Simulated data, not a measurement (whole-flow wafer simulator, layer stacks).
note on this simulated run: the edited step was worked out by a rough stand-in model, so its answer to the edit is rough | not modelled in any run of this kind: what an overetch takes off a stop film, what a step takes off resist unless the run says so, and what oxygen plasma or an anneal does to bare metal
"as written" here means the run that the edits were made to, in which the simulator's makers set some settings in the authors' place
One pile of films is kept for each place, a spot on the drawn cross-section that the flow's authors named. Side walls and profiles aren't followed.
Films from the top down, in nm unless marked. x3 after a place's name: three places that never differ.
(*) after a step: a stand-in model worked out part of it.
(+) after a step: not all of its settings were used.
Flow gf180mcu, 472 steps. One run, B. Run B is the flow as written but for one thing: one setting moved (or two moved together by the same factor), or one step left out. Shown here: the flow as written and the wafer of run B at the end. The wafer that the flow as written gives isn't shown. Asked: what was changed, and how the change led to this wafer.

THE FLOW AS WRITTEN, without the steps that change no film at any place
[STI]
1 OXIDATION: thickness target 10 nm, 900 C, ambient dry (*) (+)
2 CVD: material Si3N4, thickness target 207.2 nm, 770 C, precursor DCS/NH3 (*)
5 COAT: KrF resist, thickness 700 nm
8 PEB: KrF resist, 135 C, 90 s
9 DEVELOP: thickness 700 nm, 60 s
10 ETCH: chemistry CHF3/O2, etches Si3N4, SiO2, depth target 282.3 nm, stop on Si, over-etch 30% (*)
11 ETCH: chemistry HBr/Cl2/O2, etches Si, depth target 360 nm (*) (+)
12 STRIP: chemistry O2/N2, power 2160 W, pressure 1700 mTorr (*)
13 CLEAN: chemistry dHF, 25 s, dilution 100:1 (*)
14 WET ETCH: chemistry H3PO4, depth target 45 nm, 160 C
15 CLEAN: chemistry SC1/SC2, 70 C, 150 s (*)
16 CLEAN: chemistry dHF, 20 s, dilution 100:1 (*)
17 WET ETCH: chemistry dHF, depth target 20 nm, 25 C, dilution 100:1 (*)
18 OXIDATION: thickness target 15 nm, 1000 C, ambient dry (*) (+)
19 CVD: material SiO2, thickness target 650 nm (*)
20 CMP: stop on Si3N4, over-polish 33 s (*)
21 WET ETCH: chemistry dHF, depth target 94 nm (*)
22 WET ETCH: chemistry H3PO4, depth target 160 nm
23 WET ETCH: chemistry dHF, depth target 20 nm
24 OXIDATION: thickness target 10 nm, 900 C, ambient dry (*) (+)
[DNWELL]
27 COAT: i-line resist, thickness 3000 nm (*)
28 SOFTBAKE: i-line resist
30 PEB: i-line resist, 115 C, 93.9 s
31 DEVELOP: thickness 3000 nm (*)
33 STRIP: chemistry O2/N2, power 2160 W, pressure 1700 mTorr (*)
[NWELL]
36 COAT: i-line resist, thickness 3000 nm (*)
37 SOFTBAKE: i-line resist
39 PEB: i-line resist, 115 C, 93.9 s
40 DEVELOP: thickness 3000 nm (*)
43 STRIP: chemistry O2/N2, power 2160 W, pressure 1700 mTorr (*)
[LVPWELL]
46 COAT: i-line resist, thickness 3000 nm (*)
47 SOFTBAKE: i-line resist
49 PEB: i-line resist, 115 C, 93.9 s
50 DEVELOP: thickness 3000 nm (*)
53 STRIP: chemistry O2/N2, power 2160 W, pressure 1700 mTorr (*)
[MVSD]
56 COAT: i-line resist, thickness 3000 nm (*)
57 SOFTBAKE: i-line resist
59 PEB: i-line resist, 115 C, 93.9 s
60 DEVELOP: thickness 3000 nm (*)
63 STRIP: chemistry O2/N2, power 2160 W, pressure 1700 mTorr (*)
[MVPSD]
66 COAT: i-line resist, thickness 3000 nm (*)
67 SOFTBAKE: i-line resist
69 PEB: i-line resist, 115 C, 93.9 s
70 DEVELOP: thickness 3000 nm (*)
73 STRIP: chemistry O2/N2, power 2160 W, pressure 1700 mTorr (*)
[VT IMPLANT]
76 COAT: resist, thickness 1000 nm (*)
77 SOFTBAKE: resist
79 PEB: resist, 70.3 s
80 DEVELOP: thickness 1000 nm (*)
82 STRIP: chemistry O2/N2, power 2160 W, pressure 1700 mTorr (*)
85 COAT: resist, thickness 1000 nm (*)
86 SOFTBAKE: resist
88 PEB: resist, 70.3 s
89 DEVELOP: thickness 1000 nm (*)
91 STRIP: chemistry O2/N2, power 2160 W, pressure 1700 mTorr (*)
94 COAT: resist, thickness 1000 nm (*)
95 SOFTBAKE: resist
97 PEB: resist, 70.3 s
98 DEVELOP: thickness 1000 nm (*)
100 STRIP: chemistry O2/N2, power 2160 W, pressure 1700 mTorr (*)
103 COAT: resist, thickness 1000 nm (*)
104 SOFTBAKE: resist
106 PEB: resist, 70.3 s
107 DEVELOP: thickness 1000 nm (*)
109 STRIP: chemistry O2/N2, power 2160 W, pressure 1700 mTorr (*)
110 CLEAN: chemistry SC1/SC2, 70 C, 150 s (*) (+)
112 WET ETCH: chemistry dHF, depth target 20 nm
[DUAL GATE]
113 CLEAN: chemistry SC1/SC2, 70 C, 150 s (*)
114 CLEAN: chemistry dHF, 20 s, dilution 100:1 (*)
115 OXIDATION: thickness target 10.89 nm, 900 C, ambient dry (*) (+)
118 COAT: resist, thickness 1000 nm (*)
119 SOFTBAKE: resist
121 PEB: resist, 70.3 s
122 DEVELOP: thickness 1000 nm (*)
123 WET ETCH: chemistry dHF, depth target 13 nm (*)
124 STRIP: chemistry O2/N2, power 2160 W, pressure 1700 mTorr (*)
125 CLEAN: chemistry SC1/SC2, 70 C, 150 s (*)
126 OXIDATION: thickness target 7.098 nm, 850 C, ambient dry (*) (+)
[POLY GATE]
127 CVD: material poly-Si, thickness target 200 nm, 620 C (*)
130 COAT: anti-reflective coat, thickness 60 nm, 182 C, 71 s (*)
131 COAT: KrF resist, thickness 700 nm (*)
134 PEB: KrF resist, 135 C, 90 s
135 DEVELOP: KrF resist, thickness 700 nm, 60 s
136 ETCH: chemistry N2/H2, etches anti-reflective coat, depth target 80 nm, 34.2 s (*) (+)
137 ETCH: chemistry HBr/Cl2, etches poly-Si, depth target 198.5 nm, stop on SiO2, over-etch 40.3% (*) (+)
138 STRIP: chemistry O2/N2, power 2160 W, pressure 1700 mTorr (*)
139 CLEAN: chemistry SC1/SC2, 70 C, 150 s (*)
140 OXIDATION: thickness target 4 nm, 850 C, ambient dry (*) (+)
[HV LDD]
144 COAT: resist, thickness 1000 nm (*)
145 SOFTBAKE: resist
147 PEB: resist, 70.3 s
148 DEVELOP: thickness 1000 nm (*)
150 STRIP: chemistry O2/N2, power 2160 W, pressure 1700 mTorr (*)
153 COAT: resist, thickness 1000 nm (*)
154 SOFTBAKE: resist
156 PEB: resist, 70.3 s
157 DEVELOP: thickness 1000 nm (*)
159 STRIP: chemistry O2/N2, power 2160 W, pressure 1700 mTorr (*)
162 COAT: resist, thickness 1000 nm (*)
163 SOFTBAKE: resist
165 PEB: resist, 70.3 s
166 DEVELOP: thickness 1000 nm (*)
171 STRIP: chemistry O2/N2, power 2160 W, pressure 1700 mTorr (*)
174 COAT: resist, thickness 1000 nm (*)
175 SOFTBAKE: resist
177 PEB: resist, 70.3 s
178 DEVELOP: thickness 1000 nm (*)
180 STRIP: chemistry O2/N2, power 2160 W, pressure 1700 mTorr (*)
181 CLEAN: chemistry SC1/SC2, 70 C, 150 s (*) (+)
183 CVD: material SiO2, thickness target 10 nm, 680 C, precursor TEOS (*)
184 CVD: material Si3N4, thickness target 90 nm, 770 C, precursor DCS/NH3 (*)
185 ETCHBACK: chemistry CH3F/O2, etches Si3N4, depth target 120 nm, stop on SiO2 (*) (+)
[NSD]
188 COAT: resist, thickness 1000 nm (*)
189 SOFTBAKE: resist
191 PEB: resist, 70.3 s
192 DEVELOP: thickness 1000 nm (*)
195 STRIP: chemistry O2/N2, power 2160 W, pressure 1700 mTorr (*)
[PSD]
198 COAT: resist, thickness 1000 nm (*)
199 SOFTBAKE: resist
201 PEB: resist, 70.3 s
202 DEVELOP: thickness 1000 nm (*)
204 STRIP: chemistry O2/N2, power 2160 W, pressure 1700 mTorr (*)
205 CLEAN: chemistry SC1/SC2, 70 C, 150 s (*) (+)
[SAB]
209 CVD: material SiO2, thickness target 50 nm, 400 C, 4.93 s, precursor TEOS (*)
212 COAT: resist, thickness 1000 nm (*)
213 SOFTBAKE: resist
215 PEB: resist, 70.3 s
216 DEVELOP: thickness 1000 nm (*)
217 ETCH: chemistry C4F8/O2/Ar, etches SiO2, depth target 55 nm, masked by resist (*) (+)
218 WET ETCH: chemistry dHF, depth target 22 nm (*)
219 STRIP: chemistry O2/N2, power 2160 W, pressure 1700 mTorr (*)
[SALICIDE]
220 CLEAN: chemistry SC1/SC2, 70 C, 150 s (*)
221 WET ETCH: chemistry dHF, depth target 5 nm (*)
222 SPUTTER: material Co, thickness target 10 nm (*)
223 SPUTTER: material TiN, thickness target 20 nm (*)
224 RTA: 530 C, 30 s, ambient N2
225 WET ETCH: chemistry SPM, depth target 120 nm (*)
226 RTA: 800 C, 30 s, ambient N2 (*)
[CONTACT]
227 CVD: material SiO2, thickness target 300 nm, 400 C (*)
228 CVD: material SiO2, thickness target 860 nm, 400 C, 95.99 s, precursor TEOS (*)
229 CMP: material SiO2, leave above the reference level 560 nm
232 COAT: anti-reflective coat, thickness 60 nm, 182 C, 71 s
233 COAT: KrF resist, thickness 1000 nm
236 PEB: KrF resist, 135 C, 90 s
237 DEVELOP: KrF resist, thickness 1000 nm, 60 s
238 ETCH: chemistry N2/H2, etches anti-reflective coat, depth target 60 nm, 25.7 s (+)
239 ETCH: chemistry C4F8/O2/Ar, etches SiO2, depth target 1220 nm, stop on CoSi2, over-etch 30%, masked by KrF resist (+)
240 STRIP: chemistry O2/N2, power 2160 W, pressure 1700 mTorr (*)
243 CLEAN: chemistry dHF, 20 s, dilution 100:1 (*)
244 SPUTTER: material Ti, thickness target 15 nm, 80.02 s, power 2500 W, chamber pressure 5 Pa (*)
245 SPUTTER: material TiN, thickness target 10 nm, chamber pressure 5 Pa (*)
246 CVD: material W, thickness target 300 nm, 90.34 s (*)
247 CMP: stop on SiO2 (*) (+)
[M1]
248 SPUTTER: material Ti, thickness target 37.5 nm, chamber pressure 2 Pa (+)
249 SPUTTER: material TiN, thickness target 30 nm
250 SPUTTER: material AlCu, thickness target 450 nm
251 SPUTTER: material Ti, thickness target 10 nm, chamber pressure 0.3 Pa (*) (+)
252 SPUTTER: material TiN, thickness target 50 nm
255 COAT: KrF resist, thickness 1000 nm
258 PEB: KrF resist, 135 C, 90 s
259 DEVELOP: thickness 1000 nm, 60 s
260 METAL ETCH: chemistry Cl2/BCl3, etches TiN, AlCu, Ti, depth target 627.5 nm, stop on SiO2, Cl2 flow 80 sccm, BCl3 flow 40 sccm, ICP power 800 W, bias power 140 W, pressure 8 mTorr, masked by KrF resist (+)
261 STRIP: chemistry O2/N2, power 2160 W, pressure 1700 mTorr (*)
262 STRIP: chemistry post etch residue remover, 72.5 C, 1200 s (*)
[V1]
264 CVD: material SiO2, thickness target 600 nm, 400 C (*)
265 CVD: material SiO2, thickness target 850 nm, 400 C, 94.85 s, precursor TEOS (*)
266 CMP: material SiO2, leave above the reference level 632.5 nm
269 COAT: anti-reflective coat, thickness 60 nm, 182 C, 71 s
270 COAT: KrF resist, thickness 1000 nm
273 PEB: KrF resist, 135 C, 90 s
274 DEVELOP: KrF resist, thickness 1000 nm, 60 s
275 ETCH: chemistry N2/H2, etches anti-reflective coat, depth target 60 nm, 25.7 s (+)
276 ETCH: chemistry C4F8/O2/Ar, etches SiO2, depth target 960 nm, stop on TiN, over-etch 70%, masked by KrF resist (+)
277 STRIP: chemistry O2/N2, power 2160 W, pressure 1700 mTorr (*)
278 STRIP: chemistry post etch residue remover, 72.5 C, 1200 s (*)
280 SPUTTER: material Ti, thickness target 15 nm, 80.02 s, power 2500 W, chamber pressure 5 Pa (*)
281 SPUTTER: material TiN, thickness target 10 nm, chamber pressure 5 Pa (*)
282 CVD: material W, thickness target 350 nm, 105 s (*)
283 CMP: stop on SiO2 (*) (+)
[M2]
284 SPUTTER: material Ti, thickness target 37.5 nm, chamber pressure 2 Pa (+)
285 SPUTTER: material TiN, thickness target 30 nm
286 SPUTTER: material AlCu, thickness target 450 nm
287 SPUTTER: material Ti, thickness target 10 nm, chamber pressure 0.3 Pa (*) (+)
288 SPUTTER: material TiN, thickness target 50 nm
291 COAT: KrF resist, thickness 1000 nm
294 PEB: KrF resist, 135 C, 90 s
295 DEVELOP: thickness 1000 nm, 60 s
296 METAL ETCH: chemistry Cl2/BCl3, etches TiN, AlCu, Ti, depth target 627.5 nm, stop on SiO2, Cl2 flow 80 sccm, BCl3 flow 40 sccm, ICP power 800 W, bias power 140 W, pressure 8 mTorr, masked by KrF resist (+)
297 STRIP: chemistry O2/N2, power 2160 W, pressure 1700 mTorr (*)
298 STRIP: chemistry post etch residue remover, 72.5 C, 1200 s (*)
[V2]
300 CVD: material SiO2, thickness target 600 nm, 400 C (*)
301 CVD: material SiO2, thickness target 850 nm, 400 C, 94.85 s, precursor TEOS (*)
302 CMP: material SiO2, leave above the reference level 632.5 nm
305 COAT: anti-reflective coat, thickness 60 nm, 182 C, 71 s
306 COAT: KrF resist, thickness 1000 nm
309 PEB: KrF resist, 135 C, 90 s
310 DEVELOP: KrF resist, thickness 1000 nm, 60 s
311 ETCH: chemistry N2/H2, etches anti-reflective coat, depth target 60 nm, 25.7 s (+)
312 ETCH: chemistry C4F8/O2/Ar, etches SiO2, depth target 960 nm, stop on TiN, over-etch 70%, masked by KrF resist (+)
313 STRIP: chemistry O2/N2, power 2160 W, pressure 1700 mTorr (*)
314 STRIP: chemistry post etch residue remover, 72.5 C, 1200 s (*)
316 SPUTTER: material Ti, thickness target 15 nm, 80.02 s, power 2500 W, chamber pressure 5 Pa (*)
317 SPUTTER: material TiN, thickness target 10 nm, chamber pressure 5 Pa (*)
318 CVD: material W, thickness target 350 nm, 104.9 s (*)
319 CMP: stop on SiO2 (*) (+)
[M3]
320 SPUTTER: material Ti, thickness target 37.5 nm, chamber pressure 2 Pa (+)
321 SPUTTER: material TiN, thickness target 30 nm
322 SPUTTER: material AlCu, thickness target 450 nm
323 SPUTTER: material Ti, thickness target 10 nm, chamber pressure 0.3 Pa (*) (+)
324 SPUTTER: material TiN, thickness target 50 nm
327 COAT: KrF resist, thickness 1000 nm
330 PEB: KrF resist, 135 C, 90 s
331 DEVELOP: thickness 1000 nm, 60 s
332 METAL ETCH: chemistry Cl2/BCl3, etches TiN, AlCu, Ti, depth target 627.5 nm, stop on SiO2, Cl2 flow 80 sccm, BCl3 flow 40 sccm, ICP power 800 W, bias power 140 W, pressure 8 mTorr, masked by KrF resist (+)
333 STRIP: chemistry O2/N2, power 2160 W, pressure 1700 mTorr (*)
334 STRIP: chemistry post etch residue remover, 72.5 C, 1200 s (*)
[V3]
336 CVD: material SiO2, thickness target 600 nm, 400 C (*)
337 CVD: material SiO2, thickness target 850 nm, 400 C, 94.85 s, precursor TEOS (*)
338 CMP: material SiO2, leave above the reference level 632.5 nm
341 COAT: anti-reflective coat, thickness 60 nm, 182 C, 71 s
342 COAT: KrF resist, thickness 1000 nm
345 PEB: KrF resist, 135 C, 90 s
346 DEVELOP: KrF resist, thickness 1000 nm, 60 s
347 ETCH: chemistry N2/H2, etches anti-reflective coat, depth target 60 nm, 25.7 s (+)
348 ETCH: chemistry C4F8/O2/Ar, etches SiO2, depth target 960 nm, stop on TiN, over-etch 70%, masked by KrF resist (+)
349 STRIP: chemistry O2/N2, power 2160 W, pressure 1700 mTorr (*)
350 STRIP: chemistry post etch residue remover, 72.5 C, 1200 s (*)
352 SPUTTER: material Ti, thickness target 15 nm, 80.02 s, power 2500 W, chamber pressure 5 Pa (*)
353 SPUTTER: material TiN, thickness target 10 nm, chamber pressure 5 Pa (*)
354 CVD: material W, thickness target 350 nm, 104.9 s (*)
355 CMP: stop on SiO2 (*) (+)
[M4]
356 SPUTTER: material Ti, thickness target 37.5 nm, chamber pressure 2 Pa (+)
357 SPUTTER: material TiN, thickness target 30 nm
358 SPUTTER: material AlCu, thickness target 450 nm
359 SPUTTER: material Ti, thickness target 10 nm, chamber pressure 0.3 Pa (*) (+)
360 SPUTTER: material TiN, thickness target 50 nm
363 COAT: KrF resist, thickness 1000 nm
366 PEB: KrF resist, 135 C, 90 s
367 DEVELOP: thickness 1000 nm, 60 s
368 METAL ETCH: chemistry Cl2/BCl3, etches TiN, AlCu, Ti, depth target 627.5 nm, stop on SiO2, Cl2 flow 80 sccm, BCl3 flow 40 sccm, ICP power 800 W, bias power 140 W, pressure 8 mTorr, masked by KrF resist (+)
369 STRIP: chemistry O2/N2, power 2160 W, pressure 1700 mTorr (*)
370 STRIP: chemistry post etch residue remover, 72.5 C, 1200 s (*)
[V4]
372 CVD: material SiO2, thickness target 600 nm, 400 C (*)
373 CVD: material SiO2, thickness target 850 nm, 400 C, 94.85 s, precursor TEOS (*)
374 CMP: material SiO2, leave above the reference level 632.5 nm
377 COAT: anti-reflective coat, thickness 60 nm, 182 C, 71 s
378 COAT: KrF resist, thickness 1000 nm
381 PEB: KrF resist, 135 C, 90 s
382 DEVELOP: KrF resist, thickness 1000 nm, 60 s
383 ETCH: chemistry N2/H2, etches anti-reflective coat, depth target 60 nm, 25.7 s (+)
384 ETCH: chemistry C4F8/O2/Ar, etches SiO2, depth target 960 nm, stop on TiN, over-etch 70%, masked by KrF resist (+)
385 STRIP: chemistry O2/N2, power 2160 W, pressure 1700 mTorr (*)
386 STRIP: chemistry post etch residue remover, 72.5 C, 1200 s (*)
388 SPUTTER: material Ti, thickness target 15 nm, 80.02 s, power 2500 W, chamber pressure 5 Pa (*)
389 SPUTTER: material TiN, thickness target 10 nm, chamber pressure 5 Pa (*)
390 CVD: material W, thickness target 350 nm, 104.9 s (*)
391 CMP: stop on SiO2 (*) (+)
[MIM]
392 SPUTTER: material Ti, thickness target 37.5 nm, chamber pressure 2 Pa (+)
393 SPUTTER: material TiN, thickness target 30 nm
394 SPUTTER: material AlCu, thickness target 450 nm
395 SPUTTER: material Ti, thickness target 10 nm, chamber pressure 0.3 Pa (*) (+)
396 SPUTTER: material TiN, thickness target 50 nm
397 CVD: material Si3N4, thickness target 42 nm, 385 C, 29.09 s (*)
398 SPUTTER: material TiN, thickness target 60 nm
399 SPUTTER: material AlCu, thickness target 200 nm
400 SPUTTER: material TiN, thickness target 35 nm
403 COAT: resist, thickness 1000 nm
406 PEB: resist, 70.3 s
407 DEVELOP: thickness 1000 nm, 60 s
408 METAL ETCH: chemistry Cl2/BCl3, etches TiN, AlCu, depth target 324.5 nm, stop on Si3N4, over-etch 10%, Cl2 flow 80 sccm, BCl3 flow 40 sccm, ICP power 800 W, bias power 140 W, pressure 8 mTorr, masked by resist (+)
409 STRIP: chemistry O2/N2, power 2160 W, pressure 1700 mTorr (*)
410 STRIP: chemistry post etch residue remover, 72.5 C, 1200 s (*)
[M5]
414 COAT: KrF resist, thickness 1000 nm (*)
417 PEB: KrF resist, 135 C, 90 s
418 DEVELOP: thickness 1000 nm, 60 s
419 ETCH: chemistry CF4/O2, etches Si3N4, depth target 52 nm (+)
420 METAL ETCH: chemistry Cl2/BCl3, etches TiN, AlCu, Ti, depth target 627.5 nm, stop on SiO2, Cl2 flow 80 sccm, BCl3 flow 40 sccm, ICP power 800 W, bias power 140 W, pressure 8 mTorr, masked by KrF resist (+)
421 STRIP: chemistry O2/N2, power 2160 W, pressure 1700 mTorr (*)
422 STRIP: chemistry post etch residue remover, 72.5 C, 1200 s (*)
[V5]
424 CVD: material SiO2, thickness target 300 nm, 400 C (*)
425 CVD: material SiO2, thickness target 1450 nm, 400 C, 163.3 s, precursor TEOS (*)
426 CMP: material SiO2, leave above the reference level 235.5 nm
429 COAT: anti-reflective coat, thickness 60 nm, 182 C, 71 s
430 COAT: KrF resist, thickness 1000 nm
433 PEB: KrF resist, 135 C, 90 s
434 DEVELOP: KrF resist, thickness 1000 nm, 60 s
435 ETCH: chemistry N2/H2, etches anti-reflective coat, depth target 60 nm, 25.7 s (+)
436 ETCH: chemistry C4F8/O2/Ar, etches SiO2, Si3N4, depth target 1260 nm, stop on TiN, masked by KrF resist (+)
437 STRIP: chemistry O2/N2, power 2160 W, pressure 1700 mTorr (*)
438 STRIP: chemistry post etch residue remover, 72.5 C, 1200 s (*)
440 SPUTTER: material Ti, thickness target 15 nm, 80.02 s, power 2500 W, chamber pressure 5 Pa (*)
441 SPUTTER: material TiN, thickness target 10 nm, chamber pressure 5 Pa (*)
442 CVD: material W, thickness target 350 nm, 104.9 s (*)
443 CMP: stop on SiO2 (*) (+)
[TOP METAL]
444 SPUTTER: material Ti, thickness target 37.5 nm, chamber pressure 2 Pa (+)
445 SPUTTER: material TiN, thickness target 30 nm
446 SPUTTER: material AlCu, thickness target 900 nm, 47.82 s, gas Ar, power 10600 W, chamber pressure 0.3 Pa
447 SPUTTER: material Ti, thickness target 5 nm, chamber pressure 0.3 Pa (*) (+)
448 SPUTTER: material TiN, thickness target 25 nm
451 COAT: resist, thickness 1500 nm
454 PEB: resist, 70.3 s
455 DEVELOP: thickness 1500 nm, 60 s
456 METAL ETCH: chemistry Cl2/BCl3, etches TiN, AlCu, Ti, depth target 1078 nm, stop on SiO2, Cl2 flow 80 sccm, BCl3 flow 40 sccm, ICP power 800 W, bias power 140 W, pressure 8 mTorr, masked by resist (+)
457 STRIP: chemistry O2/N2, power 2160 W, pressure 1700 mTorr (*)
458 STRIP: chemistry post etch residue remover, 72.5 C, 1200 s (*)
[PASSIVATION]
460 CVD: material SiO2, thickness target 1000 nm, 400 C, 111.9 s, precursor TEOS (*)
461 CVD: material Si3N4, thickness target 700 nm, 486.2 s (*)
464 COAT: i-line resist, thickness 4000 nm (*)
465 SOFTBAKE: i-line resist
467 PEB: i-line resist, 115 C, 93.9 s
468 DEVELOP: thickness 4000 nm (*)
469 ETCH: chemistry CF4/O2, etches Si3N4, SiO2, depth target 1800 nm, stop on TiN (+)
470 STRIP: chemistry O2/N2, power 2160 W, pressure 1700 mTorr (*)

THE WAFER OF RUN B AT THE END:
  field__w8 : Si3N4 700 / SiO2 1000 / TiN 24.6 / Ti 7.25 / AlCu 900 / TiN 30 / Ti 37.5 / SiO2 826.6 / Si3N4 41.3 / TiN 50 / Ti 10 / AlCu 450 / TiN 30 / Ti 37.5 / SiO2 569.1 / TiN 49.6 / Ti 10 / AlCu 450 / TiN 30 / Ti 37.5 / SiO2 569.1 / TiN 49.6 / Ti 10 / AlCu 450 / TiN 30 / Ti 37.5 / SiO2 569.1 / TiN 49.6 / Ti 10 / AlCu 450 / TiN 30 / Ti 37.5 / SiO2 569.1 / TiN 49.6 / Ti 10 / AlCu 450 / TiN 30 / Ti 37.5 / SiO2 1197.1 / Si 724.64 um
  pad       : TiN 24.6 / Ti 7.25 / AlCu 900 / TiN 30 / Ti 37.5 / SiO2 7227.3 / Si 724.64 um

The cause: step 447, SPUTTER: thickness target 7.25 nm was run, where the flow has thickness target 5 nm.
It can be read off the wafer: field__w8 has Ti 7.25, and step 447 as written asks for 5 nm.

How the change led to this, step by step:
  447 SPUTTER: material Ti, thickness target 5 nm, chamber pressure 0.3 Pa (*) (+)
      field, field__w1, field__w2 and 109 more: Ti +7.25 (new film) (as written it would be: Ti +5 (new film))
  456 METAL ETCH: chemistry Cl2/BCl3, etches TiN, AlCu, Ti, depth target 1078 nm, stop on SiO2, Cl2 flow 80 sccm, BCl3 flow 40 sccm, ICP power 800 W, bias power 140 W, pressure 8 mTorr, masked by resist (+)
      field, field__w1, field__w2 and 103 more: TiN -25 (all of it), Ti -7.25 (all of it), AlCu -900 (all of it), TiN -30 (all of it), Ti -37.5 (all of it) (as written it would be: TiN -25 (all of it), Ti -5 (all of it), AlCu -900 (all of it), TiN -30 (all of it), Ti -37.5 (all of it))
